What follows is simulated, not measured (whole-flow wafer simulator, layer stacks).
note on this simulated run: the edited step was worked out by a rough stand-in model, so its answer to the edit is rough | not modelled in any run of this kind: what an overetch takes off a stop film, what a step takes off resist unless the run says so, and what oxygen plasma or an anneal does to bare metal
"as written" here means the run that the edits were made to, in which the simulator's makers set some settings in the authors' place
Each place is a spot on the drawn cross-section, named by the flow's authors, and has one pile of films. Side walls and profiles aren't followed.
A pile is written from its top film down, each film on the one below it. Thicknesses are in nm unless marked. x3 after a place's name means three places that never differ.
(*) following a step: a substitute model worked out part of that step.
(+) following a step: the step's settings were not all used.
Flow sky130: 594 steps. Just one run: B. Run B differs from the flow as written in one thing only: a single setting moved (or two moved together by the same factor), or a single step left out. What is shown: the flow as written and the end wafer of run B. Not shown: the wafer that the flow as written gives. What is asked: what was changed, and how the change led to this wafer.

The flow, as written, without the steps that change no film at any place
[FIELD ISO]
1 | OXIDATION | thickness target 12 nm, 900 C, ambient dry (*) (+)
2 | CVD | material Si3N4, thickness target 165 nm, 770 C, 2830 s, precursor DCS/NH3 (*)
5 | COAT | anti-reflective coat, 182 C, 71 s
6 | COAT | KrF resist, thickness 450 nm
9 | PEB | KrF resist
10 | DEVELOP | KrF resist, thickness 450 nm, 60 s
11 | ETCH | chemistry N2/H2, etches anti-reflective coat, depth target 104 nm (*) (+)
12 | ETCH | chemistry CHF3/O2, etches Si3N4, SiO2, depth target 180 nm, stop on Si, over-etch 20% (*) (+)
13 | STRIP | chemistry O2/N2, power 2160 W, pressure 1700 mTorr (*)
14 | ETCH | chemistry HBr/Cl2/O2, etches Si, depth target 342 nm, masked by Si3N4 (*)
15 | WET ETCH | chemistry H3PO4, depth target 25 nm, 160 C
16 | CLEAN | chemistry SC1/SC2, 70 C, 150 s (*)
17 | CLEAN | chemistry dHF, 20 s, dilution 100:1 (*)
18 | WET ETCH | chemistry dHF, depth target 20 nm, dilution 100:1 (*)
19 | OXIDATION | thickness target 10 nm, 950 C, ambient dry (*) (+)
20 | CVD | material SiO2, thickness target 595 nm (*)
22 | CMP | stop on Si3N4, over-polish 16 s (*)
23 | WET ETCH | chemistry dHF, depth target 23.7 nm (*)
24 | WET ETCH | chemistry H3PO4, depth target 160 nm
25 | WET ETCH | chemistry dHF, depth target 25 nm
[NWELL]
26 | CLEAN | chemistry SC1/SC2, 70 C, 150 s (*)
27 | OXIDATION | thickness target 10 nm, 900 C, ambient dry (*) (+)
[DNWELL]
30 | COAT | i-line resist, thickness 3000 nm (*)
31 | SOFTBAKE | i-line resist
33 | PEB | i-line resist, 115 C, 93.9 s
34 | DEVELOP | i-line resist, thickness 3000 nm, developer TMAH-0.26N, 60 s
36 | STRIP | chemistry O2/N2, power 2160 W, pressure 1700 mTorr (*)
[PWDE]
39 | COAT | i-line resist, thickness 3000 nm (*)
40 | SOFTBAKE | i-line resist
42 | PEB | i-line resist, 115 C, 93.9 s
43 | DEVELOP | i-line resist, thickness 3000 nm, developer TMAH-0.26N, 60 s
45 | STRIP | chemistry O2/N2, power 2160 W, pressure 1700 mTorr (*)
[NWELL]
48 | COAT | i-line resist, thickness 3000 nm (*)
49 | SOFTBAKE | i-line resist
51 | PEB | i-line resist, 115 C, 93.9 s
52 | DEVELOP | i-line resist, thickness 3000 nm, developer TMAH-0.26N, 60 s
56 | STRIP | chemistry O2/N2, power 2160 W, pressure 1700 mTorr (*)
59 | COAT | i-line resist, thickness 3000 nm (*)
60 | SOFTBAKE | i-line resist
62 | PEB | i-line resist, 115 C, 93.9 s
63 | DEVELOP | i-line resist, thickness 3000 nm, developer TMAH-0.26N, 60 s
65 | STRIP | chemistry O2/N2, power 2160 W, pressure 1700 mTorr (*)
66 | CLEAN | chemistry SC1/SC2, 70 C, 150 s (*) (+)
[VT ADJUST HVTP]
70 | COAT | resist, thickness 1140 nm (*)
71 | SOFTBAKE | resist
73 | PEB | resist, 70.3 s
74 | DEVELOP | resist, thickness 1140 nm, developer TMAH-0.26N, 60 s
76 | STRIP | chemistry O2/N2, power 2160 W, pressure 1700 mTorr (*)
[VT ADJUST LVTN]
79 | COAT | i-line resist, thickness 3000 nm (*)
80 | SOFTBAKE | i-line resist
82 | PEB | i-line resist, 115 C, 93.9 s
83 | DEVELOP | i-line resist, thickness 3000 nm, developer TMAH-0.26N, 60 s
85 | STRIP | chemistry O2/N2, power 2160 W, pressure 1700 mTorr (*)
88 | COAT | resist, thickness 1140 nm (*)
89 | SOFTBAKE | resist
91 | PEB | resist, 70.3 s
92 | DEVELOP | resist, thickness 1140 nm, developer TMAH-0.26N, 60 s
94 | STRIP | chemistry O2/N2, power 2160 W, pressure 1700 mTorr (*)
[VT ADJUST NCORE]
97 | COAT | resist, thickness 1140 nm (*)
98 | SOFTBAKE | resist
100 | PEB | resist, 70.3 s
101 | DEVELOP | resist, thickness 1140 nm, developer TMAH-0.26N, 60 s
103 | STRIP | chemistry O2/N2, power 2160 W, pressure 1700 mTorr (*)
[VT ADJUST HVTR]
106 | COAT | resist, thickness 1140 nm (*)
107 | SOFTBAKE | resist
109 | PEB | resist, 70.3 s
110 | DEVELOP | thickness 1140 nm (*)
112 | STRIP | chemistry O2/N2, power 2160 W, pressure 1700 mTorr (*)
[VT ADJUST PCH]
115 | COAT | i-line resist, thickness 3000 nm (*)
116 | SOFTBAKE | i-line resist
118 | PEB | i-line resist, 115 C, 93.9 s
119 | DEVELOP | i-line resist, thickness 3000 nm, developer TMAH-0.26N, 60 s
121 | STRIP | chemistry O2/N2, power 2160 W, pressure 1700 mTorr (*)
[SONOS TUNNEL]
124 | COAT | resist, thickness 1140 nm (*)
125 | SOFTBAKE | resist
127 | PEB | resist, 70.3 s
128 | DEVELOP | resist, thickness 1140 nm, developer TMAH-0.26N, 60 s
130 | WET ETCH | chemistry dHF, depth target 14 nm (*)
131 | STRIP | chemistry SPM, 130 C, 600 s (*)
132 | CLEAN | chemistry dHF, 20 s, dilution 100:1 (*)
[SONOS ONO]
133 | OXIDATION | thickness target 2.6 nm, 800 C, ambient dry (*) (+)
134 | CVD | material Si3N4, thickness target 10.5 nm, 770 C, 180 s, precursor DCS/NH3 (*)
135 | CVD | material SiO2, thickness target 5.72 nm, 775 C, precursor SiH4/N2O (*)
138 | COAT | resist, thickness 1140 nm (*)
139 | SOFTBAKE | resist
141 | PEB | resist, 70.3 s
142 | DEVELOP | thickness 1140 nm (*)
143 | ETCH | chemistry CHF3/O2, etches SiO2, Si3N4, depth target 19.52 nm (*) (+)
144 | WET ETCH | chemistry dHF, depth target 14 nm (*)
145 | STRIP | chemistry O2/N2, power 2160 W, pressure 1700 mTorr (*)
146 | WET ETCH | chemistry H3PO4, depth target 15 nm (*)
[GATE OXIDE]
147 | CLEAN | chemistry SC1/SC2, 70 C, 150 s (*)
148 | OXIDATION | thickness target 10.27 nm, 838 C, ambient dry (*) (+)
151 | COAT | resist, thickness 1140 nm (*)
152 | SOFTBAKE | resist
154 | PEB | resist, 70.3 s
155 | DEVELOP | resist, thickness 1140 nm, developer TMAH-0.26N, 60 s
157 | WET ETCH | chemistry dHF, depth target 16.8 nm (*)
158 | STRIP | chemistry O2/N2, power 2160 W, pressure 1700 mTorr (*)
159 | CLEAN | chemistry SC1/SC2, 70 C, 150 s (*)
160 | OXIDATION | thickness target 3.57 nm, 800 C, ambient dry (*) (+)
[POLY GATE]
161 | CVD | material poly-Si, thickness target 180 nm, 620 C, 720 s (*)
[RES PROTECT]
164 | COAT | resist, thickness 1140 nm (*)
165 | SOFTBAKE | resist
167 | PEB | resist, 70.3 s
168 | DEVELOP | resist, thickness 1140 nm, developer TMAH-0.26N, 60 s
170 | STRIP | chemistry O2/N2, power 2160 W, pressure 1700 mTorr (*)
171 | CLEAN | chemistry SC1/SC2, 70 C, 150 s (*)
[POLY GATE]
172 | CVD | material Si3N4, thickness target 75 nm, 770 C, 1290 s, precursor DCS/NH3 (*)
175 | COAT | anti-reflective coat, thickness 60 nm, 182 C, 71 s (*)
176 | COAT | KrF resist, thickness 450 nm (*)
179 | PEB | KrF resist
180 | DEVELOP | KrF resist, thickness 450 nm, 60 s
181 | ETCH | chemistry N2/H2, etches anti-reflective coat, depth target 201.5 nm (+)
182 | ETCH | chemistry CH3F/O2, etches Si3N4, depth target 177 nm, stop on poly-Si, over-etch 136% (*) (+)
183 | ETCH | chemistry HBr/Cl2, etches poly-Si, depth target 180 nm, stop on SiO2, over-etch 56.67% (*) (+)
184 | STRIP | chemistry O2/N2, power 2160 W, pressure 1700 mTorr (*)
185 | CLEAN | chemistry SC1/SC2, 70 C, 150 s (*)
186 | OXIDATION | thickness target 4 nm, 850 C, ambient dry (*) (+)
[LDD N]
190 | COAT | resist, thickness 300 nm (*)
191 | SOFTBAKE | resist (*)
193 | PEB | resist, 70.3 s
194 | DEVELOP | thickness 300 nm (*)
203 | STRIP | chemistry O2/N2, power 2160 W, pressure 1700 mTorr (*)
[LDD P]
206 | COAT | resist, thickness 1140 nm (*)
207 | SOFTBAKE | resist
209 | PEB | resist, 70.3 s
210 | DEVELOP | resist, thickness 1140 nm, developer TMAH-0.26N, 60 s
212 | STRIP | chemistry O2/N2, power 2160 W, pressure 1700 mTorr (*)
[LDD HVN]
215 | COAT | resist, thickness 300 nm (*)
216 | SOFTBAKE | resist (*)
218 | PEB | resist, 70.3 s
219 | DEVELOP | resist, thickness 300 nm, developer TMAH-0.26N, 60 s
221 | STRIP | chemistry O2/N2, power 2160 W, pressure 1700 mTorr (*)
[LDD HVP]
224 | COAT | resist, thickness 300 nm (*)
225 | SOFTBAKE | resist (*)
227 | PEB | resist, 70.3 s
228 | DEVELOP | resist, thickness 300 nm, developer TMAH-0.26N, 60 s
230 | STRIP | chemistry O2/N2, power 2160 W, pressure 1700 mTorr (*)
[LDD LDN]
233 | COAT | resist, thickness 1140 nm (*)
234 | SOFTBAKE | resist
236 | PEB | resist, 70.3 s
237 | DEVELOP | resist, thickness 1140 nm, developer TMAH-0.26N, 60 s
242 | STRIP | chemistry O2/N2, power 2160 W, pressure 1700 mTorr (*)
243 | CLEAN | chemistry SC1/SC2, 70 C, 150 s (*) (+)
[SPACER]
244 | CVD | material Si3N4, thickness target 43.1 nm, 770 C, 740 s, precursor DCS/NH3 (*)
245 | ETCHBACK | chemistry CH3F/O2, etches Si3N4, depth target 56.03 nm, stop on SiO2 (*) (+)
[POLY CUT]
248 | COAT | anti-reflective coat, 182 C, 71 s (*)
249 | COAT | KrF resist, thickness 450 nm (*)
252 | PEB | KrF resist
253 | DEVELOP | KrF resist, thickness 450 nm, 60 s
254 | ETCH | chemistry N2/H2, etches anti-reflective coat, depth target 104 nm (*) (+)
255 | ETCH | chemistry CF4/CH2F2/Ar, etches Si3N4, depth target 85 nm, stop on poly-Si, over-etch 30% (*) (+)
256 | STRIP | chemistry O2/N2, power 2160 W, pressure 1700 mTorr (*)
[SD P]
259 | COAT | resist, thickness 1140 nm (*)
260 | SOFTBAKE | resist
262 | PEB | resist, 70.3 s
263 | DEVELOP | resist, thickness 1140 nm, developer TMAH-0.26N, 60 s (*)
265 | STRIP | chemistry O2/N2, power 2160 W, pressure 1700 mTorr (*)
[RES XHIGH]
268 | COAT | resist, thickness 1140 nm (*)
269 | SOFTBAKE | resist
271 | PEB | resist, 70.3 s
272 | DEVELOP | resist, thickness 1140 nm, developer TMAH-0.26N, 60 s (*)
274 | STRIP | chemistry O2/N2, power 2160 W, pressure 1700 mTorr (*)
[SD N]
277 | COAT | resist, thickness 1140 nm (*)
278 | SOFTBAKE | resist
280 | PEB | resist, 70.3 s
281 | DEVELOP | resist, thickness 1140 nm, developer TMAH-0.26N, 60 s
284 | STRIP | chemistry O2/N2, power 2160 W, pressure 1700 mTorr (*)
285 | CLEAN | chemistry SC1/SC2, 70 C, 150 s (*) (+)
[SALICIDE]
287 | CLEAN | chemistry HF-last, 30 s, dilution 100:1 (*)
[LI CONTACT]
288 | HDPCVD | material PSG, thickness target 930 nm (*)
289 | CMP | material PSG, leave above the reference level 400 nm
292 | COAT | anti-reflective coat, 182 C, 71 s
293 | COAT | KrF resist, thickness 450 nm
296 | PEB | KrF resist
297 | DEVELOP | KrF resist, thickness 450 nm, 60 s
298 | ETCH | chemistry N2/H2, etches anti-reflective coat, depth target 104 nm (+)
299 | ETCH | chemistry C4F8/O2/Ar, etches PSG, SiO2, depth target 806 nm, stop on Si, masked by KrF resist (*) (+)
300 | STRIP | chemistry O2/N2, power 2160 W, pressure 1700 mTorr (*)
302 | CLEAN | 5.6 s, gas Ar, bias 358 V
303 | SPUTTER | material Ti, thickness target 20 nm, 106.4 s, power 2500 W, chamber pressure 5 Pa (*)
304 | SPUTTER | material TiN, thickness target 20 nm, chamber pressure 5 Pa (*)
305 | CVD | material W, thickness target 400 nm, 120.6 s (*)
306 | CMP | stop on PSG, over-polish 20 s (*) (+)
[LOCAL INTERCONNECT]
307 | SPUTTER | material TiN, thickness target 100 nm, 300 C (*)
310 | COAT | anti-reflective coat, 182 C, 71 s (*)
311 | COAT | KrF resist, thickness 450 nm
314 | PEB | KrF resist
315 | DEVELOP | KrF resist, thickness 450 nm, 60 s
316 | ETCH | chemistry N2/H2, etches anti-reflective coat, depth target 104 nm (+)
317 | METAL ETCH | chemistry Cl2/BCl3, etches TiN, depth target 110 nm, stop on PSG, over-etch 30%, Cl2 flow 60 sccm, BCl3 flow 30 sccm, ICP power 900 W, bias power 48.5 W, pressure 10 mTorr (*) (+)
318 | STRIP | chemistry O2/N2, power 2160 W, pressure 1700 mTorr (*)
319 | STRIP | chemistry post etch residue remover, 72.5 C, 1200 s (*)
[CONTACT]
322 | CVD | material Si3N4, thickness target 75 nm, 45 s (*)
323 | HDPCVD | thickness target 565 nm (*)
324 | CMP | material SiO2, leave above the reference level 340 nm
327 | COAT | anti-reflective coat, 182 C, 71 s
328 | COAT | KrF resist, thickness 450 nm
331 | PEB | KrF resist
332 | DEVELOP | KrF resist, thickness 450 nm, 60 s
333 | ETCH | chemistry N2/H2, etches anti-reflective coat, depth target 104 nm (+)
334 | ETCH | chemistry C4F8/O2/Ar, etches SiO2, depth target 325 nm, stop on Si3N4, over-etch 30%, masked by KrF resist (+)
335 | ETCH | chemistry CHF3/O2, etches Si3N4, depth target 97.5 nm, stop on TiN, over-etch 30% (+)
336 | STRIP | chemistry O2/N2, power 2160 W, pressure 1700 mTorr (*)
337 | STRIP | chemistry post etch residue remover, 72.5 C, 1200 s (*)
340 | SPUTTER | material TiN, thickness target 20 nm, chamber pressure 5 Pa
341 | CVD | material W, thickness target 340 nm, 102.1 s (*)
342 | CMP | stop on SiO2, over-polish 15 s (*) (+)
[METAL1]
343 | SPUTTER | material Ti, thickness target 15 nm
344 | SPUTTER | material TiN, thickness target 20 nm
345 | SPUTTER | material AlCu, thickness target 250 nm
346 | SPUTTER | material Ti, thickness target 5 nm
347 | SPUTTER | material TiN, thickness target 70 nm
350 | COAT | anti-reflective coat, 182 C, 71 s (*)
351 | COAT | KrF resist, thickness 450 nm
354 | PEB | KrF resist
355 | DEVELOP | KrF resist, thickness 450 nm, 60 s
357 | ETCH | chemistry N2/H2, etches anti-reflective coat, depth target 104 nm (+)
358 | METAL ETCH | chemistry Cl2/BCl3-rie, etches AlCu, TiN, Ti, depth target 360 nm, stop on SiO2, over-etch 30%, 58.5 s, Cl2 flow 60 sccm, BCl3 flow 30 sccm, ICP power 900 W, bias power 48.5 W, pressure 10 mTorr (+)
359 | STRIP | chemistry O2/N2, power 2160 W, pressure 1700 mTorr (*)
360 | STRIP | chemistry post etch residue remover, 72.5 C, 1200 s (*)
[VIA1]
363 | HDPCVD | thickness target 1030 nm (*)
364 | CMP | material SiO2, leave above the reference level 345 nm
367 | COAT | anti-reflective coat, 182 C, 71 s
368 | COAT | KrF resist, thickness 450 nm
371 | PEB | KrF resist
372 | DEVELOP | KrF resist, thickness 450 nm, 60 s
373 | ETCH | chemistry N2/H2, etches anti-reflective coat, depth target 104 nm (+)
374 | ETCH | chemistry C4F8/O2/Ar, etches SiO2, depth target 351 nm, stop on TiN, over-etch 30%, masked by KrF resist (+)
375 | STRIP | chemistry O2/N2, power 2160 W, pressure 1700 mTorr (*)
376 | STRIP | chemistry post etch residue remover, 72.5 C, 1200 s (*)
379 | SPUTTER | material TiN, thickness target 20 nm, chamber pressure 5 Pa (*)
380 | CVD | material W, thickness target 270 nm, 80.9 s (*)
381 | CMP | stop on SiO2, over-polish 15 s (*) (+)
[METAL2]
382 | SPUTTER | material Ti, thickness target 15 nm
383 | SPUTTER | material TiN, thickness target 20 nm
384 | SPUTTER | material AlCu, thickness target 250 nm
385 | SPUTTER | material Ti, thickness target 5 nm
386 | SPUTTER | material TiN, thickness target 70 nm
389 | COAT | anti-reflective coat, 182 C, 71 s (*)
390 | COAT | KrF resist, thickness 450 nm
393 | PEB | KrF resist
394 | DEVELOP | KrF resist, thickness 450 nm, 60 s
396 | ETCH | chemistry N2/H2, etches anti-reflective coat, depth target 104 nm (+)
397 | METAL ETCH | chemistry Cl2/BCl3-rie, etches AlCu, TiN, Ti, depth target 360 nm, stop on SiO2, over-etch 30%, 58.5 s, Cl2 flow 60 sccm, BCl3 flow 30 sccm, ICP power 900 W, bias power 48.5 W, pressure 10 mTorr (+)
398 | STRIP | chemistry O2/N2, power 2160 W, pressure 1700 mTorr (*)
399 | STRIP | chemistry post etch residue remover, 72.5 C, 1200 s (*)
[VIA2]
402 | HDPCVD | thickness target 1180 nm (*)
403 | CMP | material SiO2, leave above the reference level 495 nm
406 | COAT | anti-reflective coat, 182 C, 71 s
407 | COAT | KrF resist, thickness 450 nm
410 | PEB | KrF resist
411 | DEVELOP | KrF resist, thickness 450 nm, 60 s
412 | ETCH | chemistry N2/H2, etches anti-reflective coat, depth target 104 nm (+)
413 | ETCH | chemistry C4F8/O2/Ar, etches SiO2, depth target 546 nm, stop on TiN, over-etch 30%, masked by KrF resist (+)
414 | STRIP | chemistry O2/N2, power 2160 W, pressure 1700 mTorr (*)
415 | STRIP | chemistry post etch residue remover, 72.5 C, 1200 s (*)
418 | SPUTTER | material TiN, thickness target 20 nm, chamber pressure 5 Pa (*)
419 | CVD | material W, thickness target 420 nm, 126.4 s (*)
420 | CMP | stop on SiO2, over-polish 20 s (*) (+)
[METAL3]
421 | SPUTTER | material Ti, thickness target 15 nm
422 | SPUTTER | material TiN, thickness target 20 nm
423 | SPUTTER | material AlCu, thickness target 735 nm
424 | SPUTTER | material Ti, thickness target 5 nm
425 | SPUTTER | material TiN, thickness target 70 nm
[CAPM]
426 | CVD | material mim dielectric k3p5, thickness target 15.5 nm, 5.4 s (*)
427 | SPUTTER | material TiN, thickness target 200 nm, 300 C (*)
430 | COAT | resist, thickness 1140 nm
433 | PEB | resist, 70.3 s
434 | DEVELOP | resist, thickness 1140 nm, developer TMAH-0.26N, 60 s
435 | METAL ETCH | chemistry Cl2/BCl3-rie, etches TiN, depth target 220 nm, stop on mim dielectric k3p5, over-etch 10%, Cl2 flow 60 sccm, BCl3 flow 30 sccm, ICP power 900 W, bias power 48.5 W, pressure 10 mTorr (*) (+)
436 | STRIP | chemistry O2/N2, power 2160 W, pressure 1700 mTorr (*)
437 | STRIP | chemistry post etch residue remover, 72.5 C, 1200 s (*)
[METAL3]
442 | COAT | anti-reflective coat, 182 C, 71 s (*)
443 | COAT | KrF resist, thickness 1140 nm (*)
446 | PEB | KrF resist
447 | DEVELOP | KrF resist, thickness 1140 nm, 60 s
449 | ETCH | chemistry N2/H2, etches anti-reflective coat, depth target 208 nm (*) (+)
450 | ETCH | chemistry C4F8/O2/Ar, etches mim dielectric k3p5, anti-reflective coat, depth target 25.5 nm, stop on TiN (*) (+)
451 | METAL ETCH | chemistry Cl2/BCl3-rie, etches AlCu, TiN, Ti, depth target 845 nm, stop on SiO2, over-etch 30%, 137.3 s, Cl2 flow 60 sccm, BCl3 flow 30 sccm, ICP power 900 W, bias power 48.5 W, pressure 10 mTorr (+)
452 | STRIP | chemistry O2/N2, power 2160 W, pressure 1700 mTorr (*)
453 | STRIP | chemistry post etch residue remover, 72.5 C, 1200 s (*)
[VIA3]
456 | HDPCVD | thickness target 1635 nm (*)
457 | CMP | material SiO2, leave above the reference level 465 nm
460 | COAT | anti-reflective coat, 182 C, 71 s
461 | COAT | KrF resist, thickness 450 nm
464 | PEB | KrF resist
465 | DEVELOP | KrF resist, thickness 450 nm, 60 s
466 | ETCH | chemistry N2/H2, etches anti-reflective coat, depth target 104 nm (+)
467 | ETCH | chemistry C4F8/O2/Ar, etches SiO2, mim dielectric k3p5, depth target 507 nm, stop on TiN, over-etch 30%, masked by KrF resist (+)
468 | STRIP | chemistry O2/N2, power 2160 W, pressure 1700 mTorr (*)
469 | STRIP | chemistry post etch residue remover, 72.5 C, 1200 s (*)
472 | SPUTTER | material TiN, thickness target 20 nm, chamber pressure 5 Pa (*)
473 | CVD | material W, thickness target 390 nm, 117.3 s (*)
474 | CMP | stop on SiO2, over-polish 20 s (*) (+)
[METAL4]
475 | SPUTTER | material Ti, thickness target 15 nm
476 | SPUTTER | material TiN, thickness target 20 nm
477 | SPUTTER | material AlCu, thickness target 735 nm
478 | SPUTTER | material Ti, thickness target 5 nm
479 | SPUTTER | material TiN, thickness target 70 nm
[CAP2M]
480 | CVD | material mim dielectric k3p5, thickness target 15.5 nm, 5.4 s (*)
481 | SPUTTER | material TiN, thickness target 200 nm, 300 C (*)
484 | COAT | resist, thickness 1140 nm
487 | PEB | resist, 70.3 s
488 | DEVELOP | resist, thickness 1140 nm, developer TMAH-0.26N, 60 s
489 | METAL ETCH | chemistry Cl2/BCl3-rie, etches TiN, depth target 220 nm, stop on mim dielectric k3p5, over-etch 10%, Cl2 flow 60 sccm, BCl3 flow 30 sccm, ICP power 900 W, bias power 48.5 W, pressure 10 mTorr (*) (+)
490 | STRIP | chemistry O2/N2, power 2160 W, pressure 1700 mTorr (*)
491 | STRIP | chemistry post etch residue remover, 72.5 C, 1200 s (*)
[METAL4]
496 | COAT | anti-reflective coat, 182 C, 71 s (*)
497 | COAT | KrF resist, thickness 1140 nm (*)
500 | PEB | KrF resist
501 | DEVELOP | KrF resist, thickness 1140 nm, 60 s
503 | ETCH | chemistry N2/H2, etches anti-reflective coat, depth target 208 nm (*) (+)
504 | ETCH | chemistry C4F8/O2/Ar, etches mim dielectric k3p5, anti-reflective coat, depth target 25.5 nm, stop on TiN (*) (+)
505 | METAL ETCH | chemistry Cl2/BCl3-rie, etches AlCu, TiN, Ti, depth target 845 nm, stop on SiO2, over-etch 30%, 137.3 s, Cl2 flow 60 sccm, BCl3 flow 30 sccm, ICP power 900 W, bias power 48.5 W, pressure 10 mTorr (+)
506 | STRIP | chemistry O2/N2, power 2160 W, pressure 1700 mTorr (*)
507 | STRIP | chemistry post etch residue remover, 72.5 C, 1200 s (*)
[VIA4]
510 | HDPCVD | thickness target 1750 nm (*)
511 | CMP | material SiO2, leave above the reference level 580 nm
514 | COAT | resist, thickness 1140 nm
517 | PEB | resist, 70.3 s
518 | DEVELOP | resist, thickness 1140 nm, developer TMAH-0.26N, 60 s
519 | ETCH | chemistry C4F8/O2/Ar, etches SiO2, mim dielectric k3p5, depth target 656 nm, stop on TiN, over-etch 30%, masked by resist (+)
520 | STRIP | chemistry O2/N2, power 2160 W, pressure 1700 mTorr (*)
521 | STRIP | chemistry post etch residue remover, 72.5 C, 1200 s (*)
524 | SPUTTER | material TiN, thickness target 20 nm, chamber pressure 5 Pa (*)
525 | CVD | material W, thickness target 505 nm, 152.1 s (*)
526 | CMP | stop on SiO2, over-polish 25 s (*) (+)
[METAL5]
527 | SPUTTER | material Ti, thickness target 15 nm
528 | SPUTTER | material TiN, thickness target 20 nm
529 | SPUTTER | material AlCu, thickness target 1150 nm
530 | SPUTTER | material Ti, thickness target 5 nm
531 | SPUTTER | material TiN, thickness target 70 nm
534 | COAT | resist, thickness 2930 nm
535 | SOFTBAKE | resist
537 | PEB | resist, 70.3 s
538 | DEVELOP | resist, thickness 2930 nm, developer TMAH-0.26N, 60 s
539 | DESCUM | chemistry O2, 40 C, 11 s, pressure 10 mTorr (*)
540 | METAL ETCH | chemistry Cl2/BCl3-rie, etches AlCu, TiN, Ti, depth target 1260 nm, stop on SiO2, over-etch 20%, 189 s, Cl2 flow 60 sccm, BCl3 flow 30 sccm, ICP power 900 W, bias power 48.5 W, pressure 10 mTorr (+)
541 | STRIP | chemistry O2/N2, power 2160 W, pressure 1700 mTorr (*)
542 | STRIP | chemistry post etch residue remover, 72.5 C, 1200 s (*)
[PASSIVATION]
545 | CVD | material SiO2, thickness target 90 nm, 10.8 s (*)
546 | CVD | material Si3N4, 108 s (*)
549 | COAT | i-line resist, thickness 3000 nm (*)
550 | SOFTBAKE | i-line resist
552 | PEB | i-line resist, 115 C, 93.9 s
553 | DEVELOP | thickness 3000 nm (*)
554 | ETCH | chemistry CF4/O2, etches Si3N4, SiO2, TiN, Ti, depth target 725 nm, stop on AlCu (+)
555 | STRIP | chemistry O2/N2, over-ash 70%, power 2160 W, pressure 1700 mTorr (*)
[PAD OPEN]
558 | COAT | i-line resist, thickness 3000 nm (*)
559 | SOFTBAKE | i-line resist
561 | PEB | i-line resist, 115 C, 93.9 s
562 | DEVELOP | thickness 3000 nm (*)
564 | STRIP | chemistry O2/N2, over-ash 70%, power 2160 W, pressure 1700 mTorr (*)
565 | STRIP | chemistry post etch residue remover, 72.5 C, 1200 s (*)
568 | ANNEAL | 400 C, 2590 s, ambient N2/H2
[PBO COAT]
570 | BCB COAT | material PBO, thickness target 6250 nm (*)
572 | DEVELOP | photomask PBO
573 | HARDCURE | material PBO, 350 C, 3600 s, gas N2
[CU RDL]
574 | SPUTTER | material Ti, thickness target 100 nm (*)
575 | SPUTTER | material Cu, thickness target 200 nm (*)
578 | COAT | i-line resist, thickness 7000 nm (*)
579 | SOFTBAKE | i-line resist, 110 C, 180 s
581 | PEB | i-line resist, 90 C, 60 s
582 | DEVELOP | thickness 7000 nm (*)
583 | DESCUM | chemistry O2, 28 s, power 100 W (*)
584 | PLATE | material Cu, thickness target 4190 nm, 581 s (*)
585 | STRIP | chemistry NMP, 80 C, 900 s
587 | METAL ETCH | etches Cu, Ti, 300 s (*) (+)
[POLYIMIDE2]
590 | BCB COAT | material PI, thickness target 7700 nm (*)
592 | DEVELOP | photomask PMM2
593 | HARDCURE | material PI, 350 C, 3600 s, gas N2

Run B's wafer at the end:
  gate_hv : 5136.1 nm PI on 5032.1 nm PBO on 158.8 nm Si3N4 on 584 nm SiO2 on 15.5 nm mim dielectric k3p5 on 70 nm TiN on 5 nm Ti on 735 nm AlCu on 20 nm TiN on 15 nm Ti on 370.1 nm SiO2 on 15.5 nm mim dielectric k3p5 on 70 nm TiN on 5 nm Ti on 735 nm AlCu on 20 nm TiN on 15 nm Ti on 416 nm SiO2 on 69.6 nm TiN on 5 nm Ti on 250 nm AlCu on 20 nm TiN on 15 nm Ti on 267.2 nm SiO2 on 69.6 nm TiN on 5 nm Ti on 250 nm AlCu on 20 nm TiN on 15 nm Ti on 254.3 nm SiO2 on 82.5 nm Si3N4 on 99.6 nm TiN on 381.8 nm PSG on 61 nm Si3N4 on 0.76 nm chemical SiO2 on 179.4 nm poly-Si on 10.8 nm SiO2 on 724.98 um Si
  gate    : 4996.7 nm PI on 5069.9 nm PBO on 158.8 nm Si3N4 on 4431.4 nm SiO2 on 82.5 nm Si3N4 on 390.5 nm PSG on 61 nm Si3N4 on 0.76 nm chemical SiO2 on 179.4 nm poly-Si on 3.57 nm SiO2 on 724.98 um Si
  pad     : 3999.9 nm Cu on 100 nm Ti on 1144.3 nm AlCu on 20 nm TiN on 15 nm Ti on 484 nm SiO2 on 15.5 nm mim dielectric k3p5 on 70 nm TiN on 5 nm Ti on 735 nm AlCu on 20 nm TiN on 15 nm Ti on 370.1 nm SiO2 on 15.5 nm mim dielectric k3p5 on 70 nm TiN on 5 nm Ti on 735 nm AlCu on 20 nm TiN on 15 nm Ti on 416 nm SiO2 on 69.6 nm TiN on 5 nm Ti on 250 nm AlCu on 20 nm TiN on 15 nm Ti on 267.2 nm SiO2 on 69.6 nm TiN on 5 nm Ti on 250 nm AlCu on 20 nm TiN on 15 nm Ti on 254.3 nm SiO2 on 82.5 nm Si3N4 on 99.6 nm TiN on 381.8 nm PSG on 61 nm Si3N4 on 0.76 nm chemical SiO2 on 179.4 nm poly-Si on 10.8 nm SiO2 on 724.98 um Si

What caused this: step 322, CVD: thickness target 82.5 nm was run, though the flow has thickness target 75 nm; step 322, CVD: 49.5 s was run, where the flow has 45 s.
The wafer itself shows it: gate_hv has Si3N4 82.5, and step 322 as written asks for 75 nm.

How this came from the change, step by step:
  322 | CVD | material Si3N4, thickness target 75 nm, 45 s (*)
      field, active, n_well and 188 more: Si3N4 gains 82.5 (new film) (in the flow as written it would be: Si3N4 gains 75 (new film))
  324 | CMP | material SiO2, leave above the reference level 340 nm
      n_well, p_well, gate_hv and 93 more: SiO2 loses 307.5 (in the flow as written it would be: SiO2 loses 300)
      field, active, gate and 88 more: SiO2 loses 207.9 (in the flow as written it would be: SiO2 loses 200.4)
      (as well as at 4 more places)
  334 | ETCH | chemistry C4F8/O2/Ar, etches SiO2, depth target 325 nm, stop on Si3N4, over-etch 30%, masked by KrF resist (+)
      poly_licon, ndiff_licon, ndiff_licon_cpp, rpo_hd_licon: SiO2 loses 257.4 (all of it) (in the flow as written it would be: SiO2 loses 264.9 (all of it))
  335 | ETCH | chemistry CHF3/O2, etches Si3N4, depth target 97.5 nm, stop on TiN, over-etch 30% (+)
      poly_licon, ndiff_licon, ndiff_licon_cpp, rpo_hd_licon: Si3N4 loses 82.5 (all of it) (in the flow as written it would be: Si3N4 loses 75 (all of it))
